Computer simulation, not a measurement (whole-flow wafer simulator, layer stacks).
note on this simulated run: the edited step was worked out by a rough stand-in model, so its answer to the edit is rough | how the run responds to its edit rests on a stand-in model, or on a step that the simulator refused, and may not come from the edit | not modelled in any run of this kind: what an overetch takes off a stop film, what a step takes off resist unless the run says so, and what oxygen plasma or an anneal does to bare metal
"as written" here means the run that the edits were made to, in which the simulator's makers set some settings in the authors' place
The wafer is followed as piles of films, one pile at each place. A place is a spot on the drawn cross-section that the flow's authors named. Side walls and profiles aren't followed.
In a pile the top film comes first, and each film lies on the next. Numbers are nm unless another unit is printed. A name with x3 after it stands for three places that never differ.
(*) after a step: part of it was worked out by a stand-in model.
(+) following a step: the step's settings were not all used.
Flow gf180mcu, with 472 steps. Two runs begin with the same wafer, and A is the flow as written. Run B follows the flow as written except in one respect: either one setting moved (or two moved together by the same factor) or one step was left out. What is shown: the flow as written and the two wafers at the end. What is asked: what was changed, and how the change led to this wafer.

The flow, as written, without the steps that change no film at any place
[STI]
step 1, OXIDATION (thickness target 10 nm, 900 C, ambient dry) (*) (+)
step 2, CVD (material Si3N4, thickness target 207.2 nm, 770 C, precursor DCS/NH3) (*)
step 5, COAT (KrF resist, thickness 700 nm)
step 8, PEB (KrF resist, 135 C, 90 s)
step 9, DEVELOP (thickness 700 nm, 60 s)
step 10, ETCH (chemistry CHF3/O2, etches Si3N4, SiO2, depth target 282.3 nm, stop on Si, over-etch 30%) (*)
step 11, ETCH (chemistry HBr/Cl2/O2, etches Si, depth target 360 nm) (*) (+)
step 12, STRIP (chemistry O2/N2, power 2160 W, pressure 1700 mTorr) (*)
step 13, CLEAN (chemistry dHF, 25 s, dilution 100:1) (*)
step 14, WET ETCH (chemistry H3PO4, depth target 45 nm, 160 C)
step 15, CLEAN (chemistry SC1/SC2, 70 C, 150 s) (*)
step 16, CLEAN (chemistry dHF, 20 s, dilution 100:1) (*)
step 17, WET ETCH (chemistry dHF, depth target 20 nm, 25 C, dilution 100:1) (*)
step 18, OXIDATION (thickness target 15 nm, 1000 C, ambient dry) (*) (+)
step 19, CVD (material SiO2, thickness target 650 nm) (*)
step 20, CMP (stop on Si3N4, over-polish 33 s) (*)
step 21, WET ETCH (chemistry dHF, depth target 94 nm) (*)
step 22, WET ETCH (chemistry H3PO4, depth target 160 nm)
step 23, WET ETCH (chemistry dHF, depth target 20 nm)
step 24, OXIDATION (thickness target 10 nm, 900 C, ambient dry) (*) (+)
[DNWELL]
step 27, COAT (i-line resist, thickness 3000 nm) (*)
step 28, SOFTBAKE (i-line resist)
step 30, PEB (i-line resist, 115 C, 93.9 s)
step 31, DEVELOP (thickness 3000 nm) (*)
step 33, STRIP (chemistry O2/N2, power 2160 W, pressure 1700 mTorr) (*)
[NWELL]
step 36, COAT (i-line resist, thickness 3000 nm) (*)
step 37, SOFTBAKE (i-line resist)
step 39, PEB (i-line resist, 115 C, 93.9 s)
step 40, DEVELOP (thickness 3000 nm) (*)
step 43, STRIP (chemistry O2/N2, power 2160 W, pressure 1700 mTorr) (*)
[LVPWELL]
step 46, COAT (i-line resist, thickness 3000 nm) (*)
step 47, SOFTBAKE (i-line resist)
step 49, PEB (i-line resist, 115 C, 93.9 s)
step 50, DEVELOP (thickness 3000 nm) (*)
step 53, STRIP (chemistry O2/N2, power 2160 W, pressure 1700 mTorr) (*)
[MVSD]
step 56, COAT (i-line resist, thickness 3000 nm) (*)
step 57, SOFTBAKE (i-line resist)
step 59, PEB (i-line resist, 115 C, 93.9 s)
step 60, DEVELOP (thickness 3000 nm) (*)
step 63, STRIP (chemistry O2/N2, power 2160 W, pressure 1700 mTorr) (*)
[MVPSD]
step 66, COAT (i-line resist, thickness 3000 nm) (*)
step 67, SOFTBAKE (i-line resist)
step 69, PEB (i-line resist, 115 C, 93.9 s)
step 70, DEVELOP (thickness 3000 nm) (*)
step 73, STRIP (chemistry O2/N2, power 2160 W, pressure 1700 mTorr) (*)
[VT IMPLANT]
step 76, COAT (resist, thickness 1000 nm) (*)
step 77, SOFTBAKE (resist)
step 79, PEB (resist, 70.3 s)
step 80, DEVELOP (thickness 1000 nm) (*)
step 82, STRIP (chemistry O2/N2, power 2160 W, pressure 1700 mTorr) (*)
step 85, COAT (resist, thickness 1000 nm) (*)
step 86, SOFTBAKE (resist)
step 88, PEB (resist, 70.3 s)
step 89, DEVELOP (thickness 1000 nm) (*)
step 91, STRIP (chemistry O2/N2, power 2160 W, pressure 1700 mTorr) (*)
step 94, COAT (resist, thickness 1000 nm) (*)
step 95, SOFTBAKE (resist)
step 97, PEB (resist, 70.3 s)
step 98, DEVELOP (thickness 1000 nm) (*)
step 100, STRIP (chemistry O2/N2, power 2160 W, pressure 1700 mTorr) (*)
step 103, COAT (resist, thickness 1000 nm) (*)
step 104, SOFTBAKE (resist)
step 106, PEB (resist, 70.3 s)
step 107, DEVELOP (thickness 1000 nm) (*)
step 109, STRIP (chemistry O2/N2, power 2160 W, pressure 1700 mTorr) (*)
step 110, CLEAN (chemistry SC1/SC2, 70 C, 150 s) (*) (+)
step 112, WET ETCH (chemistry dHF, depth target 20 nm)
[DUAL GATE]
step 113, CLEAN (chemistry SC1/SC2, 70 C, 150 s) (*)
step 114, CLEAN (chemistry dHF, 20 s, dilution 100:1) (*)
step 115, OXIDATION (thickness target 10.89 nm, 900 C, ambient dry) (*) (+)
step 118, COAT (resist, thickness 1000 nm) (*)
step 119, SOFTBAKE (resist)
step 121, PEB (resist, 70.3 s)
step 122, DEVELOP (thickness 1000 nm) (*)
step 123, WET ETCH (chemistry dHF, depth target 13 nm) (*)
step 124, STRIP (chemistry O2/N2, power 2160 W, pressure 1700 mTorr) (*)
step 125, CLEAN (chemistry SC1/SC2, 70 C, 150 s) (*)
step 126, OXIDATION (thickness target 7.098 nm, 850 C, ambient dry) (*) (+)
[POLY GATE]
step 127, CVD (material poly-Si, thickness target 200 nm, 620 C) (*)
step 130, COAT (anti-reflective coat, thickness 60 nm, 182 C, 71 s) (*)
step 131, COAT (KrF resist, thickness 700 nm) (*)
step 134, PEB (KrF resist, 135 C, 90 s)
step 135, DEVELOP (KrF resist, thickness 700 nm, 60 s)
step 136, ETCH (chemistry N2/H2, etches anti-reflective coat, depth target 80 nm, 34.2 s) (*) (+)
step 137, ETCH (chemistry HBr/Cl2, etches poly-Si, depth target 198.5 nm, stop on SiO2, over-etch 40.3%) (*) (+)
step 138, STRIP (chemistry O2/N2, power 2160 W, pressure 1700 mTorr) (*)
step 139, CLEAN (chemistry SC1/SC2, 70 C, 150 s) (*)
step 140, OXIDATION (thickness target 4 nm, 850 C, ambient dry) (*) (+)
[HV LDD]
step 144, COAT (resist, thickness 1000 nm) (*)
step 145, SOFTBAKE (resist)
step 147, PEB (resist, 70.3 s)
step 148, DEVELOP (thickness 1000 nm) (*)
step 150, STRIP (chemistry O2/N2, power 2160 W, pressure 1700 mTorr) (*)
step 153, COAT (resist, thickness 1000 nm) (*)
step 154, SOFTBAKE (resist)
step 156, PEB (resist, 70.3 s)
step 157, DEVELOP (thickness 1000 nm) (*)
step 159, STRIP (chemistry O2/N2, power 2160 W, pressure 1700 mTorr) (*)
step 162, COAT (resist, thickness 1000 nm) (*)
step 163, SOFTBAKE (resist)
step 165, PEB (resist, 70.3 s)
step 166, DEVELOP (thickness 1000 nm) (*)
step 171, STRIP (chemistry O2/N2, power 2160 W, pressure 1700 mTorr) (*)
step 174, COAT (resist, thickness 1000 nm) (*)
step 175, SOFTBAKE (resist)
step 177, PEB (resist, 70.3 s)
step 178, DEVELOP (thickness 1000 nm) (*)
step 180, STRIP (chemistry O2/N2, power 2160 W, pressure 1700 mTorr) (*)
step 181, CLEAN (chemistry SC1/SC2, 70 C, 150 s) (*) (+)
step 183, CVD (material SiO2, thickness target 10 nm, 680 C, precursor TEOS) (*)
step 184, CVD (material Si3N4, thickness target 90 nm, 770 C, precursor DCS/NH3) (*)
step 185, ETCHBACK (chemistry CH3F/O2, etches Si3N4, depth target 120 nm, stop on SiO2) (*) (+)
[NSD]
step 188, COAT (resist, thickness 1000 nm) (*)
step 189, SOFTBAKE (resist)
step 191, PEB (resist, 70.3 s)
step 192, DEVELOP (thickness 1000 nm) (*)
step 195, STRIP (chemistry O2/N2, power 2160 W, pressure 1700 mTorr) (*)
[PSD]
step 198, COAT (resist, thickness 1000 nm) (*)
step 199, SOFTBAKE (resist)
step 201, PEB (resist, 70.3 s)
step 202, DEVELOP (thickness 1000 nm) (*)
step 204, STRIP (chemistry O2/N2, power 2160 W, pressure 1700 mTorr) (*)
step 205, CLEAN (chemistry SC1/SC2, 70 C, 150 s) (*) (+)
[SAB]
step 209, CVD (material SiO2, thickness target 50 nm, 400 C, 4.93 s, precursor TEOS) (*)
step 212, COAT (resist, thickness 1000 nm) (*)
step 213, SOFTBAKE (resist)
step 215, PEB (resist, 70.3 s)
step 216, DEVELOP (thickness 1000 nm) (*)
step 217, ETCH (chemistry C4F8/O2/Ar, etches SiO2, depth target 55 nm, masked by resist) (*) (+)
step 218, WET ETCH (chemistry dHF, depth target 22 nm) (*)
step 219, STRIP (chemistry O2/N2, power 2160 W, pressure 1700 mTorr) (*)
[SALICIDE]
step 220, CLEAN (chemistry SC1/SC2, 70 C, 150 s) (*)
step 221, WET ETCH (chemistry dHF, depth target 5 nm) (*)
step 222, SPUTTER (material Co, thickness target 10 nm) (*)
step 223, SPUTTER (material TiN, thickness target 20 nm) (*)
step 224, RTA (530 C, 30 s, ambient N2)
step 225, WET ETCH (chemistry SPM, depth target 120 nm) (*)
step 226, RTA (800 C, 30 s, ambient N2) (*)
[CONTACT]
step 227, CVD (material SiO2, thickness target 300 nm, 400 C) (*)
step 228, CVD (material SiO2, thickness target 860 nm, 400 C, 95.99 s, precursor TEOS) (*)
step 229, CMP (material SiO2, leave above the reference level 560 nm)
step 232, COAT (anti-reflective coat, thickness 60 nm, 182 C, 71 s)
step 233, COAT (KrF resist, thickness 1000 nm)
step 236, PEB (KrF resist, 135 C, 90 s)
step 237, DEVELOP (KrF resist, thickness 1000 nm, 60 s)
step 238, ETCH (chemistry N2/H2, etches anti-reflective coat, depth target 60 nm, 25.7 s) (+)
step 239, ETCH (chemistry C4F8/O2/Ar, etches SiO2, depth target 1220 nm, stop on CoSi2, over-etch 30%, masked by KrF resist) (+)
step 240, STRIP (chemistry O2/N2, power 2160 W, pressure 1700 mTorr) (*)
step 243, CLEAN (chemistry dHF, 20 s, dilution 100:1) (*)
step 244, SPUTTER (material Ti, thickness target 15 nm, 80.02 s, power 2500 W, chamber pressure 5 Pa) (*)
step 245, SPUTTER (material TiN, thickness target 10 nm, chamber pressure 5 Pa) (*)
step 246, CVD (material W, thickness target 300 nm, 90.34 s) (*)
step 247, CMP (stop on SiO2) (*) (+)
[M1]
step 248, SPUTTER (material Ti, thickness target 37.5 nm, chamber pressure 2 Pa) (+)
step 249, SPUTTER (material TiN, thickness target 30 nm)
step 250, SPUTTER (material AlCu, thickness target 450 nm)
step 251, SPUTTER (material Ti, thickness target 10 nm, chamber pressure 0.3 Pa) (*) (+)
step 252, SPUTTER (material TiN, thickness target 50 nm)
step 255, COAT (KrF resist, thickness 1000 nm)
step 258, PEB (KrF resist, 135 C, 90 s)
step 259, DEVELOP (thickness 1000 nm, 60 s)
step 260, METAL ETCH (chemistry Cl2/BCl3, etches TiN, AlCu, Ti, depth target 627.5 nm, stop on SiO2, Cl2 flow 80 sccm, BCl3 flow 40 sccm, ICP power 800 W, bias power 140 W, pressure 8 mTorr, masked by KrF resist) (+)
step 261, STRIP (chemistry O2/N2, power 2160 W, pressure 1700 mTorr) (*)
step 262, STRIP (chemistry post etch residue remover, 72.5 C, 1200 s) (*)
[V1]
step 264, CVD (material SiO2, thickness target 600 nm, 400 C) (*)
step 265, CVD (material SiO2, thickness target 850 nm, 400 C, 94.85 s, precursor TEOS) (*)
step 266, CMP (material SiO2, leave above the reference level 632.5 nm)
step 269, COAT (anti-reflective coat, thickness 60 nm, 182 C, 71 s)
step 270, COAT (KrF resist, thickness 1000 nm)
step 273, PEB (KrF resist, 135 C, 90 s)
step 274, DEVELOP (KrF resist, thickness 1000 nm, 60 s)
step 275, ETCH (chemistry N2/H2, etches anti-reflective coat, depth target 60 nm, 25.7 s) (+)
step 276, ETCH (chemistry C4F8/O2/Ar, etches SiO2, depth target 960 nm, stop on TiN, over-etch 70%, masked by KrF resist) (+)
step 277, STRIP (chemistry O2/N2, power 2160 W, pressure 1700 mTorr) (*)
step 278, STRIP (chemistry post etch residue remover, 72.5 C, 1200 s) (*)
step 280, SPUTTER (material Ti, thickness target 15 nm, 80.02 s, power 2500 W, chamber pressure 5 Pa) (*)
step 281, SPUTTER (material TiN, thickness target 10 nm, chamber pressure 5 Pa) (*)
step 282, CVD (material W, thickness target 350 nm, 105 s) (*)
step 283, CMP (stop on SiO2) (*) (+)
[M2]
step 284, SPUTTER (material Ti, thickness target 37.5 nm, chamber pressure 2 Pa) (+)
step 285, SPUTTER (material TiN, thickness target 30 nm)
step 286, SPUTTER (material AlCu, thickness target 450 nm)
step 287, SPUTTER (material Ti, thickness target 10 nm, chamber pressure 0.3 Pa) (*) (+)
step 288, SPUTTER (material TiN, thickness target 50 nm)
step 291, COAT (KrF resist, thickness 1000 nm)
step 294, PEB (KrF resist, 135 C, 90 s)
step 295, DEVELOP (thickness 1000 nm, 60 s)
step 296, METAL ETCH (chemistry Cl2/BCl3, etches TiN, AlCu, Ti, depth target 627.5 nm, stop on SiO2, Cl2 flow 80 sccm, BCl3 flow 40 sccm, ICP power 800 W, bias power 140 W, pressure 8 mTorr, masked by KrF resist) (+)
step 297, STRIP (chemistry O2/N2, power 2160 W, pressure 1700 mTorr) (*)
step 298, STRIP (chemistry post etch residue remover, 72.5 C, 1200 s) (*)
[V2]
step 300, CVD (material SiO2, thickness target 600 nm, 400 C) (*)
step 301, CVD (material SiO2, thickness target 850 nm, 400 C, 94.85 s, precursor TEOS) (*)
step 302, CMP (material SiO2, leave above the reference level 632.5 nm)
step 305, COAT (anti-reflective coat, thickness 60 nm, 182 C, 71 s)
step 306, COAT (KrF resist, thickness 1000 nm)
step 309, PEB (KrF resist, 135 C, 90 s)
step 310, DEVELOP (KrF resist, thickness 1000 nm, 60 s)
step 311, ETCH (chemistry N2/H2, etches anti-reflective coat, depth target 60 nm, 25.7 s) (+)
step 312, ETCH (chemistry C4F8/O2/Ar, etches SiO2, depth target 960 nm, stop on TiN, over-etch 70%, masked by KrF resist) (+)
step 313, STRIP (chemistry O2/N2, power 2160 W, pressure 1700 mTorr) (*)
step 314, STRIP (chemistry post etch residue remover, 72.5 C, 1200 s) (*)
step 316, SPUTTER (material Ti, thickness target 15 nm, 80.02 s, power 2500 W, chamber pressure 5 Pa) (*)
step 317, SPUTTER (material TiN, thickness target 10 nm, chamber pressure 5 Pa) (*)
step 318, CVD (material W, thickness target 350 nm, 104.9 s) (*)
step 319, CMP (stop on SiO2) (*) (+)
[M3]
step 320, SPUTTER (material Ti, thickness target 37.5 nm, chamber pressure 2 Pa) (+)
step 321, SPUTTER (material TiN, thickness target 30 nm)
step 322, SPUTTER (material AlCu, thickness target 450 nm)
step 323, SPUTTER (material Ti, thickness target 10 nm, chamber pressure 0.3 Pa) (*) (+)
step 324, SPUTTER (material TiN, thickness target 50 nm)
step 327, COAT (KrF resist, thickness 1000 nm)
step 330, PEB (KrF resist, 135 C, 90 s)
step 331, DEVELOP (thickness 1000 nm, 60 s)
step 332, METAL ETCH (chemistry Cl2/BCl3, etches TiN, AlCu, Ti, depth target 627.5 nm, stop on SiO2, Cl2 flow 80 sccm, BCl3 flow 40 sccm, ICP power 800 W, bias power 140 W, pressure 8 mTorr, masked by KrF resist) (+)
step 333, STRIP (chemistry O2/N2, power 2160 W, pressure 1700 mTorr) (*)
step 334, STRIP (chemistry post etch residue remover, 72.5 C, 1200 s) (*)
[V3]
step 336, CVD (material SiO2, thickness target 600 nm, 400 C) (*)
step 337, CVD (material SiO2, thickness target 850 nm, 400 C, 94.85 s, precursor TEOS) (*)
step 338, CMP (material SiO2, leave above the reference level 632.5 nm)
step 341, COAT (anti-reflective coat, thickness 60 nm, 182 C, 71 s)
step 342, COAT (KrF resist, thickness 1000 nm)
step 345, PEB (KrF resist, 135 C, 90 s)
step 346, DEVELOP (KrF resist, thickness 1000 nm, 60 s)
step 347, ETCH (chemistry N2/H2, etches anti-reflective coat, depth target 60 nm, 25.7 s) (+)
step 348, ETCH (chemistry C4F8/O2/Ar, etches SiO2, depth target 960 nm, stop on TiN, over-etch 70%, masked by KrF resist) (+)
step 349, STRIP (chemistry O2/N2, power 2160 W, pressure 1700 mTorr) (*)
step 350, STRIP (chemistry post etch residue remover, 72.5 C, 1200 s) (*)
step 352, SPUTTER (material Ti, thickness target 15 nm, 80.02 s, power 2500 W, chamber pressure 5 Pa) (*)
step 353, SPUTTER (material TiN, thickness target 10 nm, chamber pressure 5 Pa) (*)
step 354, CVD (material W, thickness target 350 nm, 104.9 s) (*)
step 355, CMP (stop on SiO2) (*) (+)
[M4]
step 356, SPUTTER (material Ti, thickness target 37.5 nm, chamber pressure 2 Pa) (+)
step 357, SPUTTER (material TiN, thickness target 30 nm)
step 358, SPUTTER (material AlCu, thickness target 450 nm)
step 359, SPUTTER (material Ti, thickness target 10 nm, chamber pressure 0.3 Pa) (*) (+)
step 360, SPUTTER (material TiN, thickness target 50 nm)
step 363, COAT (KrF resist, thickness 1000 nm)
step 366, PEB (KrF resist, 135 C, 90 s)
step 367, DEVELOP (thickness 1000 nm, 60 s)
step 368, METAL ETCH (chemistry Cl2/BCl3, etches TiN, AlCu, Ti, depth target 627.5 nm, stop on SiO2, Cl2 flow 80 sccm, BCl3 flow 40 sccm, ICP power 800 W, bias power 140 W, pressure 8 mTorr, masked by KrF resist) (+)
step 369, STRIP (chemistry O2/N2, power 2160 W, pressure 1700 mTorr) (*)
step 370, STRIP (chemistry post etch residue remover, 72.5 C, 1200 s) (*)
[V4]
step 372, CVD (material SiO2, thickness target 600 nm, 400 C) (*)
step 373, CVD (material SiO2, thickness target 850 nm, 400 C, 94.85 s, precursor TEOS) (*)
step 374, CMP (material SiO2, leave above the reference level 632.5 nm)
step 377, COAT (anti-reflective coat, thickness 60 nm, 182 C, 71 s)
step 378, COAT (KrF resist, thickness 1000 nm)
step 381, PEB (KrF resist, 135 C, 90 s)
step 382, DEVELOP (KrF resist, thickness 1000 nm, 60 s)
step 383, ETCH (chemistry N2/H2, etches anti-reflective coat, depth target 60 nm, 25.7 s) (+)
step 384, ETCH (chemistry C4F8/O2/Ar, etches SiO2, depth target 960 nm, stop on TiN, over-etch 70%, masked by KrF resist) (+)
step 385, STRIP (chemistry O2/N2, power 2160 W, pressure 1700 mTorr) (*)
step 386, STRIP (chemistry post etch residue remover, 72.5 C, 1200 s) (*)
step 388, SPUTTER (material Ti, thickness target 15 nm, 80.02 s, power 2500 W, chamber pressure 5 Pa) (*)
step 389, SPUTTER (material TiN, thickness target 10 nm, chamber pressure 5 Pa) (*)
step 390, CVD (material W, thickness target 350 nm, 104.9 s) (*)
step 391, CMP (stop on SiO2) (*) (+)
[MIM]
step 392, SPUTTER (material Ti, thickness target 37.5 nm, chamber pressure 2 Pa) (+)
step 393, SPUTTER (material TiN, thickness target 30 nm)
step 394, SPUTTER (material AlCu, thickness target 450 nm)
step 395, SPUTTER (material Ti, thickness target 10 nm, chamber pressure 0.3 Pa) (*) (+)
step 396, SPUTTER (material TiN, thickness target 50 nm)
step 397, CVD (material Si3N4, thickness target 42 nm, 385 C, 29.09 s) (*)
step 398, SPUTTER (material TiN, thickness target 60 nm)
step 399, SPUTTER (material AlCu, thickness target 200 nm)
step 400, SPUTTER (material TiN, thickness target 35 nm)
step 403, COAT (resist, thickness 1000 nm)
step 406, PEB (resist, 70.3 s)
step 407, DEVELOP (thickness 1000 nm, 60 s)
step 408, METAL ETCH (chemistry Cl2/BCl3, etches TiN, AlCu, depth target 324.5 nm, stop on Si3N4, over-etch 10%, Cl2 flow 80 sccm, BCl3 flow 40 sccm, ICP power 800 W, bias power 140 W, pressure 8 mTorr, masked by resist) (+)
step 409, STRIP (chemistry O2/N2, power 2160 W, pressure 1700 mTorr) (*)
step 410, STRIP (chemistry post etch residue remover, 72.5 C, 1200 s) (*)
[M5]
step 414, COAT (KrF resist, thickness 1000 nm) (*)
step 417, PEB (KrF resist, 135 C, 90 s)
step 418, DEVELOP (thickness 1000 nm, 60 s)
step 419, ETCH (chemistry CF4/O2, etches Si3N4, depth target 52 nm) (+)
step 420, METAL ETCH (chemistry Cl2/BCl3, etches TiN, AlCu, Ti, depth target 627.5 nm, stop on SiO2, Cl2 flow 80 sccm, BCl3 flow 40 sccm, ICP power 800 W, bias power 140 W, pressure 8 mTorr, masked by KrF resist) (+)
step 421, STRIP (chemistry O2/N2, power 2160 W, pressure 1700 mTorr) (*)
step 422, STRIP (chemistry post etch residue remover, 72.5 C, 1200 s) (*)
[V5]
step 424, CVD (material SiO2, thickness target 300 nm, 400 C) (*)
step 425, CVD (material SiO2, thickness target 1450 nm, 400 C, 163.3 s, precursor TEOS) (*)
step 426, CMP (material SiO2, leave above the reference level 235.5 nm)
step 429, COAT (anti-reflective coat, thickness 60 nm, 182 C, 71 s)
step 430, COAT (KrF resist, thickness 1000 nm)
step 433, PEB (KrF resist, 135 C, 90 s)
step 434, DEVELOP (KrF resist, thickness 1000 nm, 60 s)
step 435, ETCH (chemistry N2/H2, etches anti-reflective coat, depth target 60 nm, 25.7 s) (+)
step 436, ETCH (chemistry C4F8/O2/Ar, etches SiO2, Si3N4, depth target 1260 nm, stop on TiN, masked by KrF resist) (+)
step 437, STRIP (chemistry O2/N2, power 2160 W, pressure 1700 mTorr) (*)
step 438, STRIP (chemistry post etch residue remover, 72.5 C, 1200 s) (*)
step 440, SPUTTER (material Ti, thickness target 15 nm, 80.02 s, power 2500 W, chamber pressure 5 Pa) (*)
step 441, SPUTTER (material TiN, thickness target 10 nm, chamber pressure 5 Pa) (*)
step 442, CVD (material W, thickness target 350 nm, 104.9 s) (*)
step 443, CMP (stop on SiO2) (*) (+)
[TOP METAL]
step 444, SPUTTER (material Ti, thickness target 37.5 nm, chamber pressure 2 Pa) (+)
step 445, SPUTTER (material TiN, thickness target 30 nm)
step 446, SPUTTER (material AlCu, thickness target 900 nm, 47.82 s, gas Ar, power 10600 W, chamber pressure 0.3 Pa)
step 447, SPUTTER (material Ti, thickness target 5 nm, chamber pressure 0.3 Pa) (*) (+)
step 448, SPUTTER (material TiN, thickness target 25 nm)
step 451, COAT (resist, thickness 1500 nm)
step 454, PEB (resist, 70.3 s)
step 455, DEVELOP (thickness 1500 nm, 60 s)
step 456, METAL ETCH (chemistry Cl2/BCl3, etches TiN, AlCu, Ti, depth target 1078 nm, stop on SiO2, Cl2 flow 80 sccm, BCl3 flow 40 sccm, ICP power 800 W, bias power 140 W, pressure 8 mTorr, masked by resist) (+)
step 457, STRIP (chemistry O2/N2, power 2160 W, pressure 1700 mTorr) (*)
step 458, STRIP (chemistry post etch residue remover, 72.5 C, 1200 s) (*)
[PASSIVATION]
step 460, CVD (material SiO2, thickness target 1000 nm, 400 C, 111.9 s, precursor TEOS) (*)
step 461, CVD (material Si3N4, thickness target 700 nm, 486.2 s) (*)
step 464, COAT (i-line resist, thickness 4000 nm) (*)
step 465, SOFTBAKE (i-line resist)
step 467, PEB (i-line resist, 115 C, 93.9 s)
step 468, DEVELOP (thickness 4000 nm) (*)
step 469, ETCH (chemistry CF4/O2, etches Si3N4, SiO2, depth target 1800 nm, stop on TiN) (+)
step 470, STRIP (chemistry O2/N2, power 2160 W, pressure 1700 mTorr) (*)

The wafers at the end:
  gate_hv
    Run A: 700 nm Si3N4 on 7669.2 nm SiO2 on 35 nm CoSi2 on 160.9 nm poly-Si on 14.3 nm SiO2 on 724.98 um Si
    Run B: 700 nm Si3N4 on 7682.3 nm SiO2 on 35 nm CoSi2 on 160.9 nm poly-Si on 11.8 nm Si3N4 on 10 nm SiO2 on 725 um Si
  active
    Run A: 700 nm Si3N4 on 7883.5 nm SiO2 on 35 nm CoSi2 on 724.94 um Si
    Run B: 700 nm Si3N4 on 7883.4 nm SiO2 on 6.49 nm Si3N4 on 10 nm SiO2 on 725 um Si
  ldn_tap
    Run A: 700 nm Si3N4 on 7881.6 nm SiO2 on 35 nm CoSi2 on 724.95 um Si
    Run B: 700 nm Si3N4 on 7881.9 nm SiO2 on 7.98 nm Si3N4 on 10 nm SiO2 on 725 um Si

The reason: step 2, CVD: thickness target 233.1 nm was run, while the flow as written has thickness target 207.2 nm.

How this came from the change, step by step:
  step 2, CVD (material Si3N4, thickness target 207.2 nm, 770 C, precursor DCS/NH3) (*)
      field, field_sub, active and 77 more: A +207.2 Si3N4 (new film) | B +233.1 Si3N4 (new film)
  step 10, ETCH (chemistry CHF3/O2, etches Si3N4, SiO2, depth target 282.3 nm, stop on Si, over-etch 30%) (*)
      field, field_sub, sti and 34 more: A -207.2 Si3N4 (all of it), -10 SiO2 (all of it), -13 Si | B -233.1 Si3N4 (all of it), -10 SiO2 (all of it), -7.85 Si
  step 19, CVD (material SiO2, thickness target 650 nm) (*)
      m1, ld_fp_n, ld_drift_n and 8 more: A +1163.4 SiO2 | B +1189.3 SiO2
  step 20, CMP (stop on Si3N4, over-polish 33 s) (*)
      sti, mim_1p0, pad and 11 more: A -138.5 SiO2 | B -112.6 SiO2
      nw_enc_fld, nw_enc_fld_lv: A -142.5 SiO2 | B -116.6 SiO2
      (also at 10 further places)
  step 22, WET ETCH (chemistry H3PO4, depth target 160 nm)
      active, n_well, p_well and 40 more: A -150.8 Si3N4 (all of it), -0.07 SiO2 | B -160.1 Si3N4
  step 23, WET ETCH (chemistry dHF, depth target 20 nm)
      active, n_well, p_well and 40 more: A -9.93 SiO2 (all of it) | B -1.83 Si3N4
  step 24, OXIDATION (thickness target 10 nm, 900 C, ambient dry) (*) (+)
      active, n_well, p_well and 40 more: A +10 SiO2 (new film), -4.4 Si | B nothing
  step 28, SOFTBAKE (i-line resist)
      ldn_fp, ldn_drn: A +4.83 i-line resist | B +5.63 i-line resist
      active_nat: A +2.84 i-line resist | B +3.39 i-line resist
      (also at 18 further places)
  step 37, SOFTBAKE (i-line resist)
      ldn_fp, ldn_drn: A +4.83 i-line resist | B +5.63 i-line resist
      active_nat: A +2.84 i-line resist | B +3.39 i-line resist
      (also at 18 further places)
  step 47, SOFTBAKE (i-line resist)
      ldn_fp, ldn_drn: A +4.83 i-line resist | B +5.63 i-line resist
      active_nat: A +2.84 i-line resist | B +3.39 i-line resist
      (also at 18 further places)
  step 57, SOFTBAKE (i-line resist)
      ldn_fp, ldn_drn: A +4.83 i-line resist | B +5.63 i-line resist
      active_nat: A +2.84 i-line resist | B +3.39 i-line resist
      (also at 18 further places)
  step 67, SOFTBAKE (i-line resist)
      ldn_fp, ldn_drn: A +4.83 i-line resist | B +5.63 i-line resist
      active_nat: A +2.84 i-line resist | B +3.39 i-line resist
      (also at 18 further places)
  step 112, WET ETCH (chemistry dHF, depth target 20 nm)
      active, n_well, p_well and 40 more: A -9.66 SiO2 (all of it) | B -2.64 Si3N4
  step 113, CLEAN (chemistry SC1/SC2, 70 C, 150 s) (*)
      active, n_well, p_well and 40 more: A +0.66 chemical SiO2 (new film), -1.83 Si | B -0.07 Si3N4
  step 114, CLEAN (chemistry dHF, 20 s, dilution 100:1) (*)
      active, n_well, p_well and 40 more: A -0.66 chemical SiO2 (all of it) | B -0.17 Si3N4
  step 115, OXIDATION (thickness target 10.89 nm, 900 C, ambient dry) (*) (+)
      active, n_well, p_well and 40 more: A +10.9 SiO2 (new film), -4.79 Si | B nothing
  ... 27 other steps ...
  step 471, ANNEAL (400 C, 1800 s, ambient N2/H2)
      contact: A nothing | B under 49 films: +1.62 void (new film), -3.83 Ti, +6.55 TiSi first (new film), -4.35 Si
With metal films that touch counted as one body, active has 0 bodies; the flow as written gives 1 body.
With metal films that touch counted as one body, ldn_tap has 0 bodies; the flow as written gives 1 body.
